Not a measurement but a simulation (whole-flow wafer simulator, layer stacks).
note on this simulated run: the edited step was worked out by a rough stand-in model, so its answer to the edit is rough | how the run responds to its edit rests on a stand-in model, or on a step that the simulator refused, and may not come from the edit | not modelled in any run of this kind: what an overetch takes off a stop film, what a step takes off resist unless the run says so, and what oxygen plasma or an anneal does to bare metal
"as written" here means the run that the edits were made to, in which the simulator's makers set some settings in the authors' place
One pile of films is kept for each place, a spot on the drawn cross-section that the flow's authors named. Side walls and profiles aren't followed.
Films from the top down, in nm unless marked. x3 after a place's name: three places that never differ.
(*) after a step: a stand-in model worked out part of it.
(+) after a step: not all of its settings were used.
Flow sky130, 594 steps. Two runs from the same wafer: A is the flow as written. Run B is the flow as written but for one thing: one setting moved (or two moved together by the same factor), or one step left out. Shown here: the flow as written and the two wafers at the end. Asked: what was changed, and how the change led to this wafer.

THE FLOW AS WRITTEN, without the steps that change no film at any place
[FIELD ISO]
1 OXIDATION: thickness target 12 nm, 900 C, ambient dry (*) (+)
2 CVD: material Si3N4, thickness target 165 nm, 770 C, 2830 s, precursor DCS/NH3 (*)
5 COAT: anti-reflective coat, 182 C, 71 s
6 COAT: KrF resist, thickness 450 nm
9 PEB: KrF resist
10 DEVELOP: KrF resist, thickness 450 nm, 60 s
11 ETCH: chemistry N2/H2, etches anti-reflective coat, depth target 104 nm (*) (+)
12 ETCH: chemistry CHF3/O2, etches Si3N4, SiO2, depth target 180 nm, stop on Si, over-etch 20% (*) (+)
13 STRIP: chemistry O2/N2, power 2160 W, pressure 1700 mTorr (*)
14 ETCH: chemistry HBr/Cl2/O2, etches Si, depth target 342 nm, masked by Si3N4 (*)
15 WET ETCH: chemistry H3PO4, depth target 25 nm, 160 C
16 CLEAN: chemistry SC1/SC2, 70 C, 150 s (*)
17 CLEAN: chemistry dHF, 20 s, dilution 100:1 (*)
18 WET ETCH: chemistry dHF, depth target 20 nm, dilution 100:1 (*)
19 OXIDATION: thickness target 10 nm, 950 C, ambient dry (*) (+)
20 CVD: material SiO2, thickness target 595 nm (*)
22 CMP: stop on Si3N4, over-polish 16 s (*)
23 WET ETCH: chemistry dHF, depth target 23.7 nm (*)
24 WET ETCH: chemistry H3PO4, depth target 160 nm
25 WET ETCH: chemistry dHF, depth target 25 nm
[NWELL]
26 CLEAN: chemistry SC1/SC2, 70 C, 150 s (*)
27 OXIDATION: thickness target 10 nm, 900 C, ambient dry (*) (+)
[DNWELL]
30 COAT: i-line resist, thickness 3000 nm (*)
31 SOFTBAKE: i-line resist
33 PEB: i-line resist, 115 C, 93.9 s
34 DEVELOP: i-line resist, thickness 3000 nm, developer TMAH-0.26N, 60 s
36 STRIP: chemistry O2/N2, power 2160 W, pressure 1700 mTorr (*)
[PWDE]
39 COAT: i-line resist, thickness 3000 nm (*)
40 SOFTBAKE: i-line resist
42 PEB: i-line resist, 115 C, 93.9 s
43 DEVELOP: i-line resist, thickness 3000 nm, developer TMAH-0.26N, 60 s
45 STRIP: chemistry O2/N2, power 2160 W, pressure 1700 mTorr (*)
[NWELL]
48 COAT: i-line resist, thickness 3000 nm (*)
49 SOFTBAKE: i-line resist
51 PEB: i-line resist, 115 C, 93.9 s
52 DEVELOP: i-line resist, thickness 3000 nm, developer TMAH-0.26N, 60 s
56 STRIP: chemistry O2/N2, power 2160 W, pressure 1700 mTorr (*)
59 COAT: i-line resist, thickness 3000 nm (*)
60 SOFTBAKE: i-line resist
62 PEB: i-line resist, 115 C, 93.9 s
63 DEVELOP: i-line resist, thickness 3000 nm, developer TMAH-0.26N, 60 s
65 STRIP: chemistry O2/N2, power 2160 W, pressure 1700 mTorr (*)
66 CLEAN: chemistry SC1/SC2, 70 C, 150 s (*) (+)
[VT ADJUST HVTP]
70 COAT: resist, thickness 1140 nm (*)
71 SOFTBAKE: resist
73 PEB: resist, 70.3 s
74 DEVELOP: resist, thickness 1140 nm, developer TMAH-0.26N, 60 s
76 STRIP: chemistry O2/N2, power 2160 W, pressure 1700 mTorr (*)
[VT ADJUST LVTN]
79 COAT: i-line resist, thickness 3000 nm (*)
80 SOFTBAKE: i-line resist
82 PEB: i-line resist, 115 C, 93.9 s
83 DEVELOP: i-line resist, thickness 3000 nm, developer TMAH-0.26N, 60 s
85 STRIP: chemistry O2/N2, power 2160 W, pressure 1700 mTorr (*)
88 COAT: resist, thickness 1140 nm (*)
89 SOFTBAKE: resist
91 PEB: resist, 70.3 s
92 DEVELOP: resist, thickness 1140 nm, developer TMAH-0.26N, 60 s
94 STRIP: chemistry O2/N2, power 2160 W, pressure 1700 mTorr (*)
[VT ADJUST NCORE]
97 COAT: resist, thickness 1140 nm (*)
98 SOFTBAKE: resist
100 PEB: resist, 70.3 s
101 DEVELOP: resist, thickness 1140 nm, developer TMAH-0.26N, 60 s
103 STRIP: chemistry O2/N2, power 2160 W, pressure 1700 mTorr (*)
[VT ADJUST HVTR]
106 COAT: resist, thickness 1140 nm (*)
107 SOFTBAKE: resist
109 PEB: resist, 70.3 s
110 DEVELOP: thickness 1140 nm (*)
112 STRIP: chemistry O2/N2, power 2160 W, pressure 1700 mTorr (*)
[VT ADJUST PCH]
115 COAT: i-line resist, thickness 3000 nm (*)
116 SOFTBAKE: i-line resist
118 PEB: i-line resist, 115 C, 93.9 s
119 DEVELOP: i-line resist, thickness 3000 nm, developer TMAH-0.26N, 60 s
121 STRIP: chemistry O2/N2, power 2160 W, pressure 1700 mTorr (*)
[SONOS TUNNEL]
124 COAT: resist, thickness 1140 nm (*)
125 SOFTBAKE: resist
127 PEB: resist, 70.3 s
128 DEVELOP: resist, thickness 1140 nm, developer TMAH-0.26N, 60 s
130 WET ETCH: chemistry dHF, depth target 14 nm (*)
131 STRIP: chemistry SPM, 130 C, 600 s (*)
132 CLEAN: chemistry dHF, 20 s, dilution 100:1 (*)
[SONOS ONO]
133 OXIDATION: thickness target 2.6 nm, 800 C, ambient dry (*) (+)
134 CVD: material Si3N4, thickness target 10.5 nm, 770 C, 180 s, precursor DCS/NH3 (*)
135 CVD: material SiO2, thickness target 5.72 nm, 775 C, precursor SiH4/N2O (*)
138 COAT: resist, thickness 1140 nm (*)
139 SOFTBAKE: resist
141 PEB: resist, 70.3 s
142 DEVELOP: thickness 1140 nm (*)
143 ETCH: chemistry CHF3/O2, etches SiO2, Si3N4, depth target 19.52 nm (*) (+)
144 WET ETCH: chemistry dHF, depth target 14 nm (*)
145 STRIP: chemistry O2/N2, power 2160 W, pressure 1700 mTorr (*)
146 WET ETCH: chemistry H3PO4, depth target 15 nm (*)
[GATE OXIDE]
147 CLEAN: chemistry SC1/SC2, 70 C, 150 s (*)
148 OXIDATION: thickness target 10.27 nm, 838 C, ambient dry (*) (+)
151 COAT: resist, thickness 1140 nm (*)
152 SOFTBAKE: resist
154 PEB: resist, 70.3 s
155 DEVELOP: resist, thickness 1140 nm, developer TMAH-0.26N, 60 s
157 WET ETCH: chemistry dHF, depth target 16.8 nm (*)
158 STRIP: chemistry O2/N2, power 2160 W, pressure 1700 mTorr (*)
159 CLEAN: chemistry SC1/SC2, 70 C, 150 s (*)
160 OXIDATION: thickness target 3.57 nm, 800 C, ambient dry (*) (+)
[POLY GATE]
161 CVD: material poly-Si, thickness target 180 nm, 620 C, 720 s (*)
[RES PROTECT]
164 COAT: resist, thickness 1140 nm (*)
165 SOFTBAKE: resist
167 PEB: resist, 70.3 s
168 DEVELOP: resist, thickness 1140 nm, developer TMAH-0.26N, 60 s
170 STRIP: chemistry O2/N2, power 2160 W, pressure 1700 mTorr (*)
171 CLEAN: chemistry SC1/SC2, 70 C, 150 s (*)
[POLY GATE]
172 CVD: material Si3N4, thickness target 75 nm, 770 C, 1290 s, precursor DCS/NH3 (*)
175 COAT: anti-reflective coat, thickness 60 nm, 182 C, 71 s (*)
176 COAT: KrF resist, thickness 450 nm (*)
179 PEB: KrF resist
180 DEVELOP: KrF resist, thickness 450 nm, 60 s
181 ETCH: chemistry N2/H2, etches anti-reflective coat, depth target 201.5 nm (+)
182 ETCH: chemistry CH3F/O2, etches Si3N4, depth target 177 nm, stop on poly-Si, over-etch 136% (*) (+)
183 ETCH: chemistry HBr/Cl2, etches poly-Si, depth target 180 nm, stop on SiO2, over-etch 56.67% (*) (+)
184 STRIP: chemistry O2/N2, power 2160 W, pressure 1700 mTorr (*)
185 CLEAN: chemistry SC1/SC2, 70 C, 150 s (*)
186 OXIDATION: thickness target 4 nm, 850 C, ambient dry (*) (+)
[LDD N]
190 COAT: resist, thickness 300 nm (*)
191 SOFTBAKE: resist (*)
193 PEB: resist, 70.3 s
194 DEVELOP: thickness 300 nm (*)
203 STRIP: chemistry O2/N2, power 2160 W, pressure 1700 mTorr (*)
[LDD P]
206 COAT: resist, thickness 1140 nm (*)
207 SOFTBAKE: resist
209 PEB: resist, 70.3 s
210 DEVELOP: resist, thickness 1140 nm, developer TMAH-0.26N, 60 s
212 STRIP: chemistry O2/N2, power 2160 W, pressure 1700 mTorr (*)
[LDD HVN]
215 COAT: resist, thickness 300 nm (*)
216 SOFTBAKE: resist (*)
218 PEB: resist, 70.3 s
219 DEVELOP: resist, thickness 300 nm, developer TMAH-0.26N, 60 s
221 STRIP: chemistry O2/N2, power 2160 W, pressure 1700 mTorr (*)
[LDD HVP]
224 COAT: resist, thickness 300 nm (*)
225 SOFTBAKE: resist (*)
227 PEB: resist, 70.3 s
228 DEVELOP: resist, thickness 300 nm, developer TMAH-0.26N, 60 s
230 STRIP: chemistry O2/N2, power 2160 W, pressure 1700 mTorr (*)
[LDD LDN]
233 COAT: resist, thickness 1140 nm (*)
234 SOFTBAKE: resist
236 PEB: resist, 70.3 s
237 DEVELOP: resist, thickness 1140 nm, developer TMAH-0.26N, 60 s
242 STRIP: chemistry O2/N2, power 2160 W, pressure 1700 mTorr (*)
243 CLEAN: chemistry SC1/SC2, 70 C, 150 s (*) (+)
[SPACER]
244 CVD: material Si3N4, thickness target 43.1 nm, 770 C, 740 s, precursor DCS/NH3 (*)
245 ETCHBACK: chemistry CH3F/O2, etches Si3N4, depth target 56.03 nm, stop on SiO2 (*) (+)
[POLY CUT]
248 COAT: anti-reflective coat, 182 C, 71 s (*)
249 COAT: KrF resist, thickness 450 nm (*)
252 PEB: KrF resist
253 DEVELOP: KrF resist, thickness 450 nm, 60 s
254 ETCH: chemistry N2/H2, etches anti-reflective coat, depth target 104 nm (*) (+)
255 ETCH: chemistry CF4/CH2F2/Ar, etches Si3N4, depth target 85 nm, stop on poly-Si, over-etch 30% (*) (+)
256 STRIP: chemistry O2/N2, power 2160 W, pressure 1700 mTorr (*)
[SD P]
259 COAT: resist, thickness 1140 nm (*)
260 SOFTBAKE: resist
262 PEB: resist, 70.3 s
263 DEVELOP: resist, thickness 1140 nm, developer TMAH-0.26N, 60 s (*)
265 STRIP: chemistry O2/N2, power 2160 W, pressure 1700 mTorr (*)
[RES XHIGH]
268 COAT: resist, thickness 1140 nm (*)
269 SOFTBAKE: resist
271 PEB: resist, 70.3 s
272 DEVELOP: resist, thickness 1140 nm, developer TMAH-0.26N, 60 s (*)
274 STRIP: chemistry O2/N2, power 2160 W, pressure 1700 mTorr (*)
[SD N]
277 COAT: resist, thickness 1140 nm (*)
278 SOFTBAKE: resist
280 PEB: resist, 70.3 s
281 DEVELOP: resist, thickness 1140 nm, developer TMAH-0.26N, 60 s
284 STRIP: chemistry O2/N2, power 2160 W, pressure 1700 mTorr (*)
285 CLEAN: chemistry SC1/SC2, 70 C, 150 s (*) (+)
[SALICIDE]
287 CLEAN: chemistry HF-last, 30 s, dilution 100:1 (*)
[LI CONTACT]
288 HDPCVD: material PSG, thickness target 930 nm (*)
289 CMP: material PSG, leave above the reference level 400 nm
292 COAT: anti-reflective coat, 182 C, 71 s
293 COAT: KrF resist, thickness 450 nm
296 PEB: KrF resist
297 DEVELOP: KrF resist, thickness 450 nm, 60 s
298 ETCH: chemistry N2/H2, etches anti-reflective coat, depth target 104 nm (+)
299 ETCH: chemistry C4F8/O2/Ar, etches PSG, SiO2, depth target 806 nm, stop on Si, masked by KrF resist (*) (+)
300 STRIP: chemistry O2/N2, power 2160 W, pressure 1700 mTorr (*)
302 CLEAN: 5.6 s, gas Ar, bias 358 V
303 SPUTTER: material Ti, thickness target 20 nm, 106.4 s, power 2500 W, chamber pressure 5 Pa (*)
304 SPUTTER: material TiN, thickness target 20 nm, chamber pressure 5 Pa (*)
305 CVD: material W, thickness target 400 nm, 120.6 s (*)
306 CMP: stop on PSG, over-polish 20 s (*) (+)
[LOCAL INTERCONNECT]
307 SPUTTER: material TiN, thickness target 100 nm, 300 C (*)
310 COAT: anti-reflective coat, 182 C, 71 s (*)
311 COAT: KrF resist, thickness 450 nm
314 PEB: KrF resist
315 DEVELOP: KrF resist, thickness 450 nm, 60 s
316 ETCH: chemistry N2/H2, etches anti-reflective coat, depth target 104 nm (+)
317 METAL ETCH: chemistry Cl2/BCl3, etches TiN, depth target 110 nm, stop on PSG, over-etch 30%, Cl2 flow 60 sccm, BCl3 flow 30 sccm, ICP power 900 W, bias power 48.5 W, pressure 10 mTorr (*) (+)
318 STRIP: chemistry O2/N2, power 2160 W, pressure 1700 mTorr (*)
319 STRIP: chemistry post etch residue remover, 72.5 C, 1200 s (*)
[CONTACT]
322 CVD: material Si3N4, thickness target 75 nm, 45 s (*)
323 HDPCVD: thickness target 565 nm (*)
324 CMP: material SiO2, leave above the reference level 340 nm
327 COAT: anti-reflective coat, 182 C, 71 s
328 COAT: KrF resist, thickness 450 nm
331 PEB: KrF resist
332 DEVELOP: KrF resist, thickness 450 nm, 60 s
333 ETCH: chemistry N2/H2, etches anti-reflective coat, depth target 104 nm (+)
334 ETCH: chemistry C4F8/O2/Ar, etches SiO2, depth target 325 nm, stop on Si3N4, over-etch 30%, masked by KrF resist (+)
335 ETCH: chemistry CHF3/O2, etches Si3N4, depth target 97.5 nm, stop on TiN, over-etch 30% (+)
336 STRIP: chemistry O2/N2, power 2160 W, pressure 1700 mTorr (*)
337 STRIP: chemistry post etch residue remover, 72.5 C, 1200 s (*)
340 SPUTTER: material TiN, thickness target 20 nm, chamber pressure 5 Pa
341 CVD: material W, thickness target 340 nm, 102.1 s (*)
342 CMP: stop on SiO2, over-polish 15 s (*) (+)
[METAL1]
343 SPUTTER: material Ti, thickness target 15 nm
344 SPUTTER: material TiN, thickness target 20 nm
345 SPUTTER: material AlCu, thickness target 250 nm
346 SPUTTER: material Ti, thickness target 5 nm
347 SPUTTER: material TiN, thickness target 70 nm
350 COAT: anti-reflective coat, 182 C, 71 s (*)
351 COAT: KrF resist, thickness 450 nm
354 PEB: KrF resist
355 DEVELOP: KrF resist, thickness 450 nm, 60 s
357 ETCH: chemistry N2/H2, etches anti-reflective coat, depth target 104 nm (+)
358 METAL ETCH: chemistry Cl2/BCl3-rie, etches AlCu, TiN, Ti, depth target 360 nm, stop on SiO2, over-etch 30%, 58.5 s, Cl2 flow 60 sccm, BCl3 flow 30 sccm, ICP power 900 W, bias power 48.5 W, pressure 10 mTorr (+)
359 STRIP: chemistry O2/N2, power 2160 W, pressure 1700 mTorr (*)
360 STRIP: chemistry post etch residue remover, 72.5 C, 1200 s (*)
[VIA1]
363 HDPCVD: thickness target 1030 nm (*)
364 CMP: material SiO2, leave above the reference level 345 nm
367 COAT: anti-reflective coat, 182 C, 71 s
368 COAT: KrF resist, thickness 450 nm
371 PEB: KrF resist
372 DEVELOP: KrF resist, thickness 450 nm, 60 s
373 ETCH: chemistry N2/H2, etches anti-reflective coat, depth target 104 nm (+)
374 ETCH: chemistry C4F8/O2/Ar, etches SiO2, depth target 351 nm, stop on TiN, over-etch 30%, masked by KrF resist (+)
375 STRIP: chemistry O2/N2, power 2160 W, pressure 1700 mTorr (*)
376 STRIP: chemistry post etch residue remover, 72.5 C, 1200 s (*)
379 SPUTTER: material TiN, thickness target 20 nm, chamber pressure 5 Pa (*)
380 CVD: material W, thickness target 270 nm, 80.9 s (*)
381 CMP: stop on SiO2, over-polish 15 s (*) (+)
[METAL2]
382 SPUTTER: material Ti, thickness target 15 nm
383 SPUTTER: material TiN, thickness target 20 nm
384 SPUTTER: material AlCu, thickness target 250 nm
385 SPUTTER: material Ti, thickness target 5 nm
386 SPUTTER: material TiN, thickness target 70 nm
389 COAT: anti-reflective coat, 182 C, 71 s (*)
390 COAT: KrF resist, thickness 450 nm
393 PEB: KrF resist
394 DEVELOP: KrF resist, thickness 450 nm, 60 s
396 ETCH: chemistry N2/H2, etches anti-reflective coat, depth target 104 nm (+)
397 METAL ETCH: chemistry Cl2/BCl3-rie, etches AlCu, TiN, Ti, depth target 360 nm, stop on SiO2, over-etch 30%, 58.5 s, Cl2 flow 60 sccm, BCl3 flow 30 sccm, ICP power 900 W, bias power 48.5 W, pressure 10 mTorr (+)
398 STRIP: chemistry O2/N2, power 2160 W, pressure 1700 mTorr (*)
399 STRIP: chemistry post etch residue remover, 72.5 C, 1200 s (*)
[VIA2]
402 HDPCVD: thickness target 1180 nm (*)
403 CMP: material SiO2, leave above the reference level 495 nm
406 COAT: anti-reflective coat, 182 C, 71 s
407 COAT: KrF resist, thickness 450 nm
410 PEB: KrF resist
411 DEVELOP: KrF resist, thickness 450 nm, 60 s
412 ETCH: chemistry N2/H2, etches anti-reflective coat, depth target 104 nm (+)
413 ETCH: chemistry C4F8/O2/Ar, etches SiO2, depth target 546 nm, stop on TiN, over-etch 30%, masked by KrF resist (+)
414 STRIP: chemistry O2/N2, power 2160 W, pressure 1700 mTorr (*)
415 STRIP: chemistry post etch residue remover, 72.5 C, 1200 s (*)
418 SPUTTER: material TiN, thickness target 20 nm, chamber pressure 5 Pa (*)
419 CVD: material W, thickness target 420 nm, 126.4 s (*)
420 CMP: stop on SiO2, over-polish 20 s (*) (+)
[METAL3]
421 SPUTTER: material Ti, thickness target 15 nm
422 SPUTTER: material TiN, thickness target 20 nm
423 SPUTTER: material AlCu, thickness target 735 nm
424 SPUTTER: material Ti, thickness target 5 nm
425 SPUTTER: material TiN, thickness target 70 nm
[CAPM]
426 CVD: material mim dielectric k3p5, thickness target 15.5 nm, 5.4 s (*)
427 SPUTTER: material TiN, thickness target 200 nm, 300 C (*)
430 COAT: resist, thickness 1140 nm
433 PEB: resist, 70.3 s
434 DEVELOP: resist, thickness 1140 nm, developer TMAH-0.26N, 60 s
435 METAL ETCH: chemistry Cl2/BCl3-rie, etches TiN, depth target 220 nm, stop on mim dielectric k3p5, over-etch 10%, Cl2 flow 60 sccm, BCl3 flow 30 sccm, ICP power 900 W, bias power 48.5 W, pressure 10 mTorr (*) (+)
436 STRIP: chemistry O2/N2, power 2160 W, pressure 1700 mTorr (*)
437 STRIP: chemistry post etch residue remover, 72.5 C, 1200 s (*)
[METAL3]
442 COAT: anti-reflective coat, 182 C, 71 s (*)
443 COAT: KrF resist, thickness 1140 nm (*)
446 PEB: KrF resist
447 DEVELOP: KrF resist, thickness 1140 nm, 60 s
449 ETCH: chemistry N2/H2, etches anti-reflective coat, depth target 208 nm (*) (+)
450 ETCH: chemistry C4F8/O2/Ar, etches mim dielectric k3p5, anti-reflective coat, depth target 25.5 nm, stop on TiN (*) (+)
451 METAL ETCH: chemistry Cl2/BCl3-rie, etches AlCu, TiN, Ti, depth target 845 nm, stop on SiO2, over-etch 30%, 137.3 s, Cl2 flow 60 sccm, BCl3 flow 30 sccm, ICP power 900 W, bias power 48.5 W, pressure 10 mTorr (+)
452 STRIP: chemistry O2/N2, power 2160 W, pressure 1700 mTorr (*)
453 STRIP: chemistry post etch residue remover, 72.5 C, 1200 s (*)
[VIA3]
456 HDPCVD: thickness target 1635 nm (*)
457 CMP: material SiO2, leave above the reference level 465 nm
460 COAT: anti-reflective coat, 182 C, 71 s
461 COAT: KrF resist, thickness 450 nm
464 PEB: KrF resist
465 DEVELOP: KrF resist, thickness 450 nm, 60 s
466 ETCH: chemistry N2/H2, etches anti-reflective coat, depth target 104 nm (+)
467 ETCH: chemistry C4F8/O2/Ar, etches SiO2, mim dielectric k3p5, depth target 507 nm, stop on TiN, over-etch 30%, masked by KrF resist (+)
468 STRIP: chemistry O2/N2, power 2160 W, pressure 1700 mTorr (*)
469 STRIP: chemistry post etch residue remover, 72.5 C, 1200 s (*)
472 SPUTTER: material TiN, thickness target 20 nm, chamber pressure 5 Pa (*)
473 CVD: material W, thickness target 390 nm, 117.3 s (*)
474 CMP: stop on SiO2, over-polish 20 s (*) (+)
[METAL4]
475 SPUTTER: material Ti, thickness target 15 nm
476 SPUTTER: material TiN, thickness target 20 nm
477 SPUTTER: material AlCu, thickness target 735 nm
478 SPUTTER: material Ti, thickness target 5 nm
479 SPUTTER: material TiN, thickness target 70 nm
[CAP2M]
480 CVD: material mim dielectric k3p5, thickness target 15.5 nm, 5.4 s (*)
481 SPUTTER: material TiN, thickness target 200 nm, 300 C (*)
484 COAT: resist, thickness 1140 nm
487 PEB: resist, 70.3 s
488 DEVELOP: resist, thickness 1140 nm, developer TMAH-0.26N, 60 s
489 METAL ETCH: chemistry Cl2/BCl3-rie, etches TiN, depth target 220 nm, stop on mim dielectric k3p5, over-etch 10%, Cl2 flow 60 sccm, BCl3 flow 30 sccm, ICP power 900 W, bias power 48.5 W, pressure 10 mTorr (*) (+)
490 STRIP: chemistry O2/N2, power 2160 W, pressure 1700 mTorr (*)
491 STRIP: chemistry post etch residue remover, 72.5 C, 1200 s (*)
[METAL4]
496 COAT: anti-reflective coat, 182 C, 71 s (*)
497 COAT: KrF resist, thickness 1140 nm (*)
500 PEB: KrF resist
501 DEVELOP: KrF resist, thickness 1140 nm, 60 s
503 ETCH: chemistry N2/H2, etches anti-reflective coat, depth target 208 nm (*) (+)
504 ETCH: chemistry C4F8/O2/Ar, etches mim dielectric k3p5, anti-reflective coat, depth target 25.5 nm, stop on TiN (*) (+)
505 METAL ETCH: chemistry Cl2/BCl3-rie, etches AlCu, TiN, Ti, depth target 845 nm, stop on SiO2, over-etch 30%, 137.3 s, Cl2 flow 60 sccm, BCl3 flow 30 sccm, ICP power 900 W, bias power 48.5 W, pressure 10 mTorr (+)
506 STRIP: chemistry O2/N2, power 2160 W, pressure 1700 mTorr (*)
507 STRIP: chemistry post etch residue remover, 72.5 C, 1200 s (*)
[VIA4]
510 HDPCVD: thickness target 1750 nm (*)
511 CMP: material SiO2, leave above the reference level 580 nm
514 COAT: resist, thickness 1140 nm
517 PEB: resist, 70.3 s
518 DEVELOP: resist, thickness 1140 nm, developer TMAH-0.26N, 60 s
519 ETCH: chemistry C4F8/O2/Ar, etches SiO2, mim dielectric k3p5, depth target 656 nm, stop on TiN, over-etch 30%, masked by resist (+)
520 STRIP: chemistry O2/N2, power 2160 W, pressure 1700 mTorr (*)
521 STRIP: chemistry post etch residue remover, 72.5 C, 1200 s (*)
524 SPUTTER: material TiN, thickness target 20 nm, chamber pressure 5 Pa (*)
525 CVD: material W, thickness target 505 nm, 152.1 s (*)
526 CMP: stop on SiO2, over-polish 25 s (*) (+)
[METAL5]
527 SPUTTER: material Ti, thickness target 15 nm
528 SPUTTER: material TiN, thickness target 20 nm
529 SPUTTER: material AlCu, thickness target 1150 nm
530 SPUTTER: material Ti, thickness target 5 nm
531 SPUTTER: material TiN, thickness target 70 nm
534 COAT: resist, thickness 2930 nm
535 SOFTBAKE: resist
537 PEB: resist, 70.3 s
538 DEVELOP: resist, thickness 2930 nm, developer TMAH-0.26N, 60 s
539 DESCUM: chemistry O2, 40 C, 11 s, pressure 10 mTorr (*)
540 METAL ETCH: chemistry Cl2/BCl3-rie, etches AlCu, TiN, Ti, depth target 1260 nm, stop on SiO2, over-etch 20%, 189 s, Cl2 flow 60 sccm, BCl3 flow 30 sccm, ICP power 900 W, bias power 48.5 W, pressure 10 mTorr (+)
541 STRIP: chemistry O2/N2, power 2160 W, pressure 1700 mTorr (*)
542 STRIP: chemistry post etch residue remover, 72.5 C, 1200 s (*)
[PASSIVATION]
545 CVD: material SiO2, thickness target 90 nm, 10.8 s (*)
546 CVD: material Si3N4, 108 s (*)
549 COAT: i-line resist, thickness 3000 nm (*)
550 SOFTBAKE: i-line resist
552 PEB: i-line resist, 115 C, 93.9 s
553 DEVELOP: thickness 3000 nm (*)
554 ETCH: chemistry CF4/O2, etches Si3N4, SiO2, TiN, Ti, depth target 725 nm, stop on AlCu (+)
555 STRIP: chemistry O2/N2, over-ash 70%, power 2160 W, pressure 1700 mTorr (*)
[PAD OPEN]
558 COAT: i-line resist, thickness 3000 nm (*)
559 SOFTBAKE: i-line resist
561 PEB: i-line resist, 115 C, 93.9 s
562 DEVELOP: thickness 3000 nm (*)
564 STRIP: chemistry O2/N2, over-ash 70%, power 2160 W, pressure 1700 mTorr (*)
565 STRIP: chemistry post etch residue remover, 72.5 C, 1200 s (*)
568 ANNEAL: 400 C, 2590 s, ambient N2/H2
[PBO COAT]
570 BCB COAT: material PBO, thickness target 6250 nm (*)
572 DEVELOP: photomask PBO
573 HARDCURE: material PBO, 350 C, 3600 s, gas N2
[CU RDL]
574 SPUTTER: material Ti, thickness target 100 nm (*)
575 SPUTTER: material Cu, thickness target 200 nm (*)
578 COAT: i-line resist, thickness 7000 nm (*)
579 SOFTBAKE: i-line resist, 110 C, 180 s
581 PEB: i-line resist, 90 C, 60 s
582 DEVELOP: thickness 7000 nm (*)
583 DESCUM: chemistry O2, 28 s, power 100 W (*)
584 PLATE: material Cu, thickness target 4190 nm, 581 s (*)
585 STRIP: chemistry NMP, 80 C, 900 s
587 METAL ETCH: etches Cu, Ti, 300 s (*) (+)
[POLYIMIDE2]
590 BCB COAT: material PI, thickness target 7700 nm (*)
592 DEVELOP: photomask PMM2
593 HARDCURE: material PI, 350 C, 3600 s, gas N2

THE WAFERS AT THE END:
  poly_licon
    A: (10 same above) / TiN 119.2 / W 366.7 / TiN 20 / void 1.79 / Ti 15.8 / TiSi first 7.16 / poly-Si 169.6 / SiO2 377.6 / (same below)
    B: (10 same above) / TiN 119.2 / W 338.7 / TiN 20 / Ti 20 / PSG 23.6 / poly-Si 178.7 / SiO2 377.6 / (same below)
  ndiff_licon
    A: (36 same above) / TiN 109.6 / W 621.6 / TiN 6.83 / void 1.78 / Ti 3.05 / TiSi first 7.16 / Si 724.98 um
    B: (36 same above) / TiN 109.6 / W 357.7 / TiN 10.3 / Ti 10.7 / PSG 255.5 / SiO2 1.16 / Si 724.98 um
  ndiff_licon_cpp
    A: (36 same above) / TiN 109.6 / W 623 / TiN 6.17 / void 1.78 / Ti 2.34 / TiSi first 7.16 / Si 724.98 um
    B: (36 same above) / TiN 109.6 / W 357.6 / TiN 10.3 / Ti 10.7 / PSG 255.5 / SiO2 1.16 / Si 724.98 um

The cause: step 299, ETCH: depth target 383 nm was run, where the flow has depth target 806 nm.

How the change led to this, step by step:
  299 ETCH: chemistry C4F8/O2/Ar, etches PSG, SiO2, depth target 806 nm, stop on Si, masked by KrF resist (*) (+)
      contact, ndiff_licon, ndiff_licon_cpp: A PSG -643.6 (all of it), SiO2 -1.16 (all of it) | B PSG -383
      poly_licon, rpo_hd_licon: A PSG -411.7 (all of it) | B PSG -383
      (and at 187 more places)
  300 STRIP: chemistry O2/N2, power 2160 W, pressure 1700 mTorr (*)
      contact, ndiff_licon, ndiff_licon_cpp: A chemical SiO2 +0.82 (new film), Si -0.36 | B nothing
      poly_licon, rpo_hd_licon: A chemical SiO2 +0.82 (new film), poly-Si -0.36 | B nothing
      (and at 187 more places)
  302 CLEAN: 5.6 s, gas Ar, bias 358 V
      contact, ndiff_licon, ndiff_licon_cpp: A chemical SiO2 -0.82 (all of it) | B PSG -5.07
      poly_licon, rpo_hd_licon: A chemical SiO2 -0.82 (all of it), poly-Si -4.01 | B PSG -5.07
  303 SPUTTER: material Ti, thickness target 20 nm, 106.4 s, power 2500 W, chamber pressure 5 Pa (*)
      ndiff_licon: A Ti +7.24 (new film) | B Ti +10.7 (new film)
      ndiff_licon_cpp: A Ti +6.53 (new film) | B Ti +10.7 (new film)
  304 SPUTTER: material TiN, thickness target 20 nm, chamber pressure 5 Pa (*)
      ndiff_licon: A TiN +6.83 (new film) | B TiN +10.3 (new film)
      ndiff_licon_cpp: A TiN +6.17 (new film) | B TiN +10.3 (new film)
  305 CVD: material W, thickness target 400 nm, 120.6 s (*)
      ndiff_licon: A W +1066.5 (new film) | B W +802.6 (new film)
      ndiff_licon_cpp: A W +1067.9 (new film) | B W +802.6 (new film)
      (and at 1 more place)
  306 CMP: stop on PSG, over-polish 20 s (*) (+)
      poly_licon: A W -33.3 | B W -61.3
  568 ANNEAL: 400 C, 2590 s, ambient N2/H2
      poly_licon, rpo_hd_licon: A under 11 films: void +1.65 (new film), Ti -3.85, TiSi first +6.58 (new film), poly-Si -4.38 | B nothing
      ndiff_licon, ndiff_licon_cpp: A under 37 films: void +1.63 (new film), Ti -3.85, TiSi first +6.58 (new film), Si -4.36 | B nothing
Counting metal films that touch as one body, poly_licon has 1 body; the flow as written gives 2 bodies (between them, from the top down: void 1.79).
Counting metal films that touch as one body, ndiff_licon has 5 bodies (between them, from the top down: SiO2 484 / mim dielectric k3p5 15.5; SiO2 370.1 / mim dielectric k3p5 15.5; SiO2 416; SiO2 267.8); the flow as written gives 6 bodies (between them, from the top down: SiO2 484 / mim dielectric k3p5 15.5; SiO2 370.1 / mim dielectric k3p5 15.5; SiO2 416; SiO2 267.8; void 1.78).
Counting metal films that touch as one body, ndiff_licon_cpp has 5 bodies (between them, from the top down: SiO2 484 / mim dielectric k3p5 15.5; SiO2 370.1 / mim dielectric k3p5 15.5; SiO2 416; SiO2 267.8); the flow as written gives 6 bodies (between them, from the top down: SiO2 484 / mim dielectric k3p5 15.5; SiO2 370.1 / mim dielectric k3p5 15.5; SiO2 416; SiO2 267.8; void 1.78).
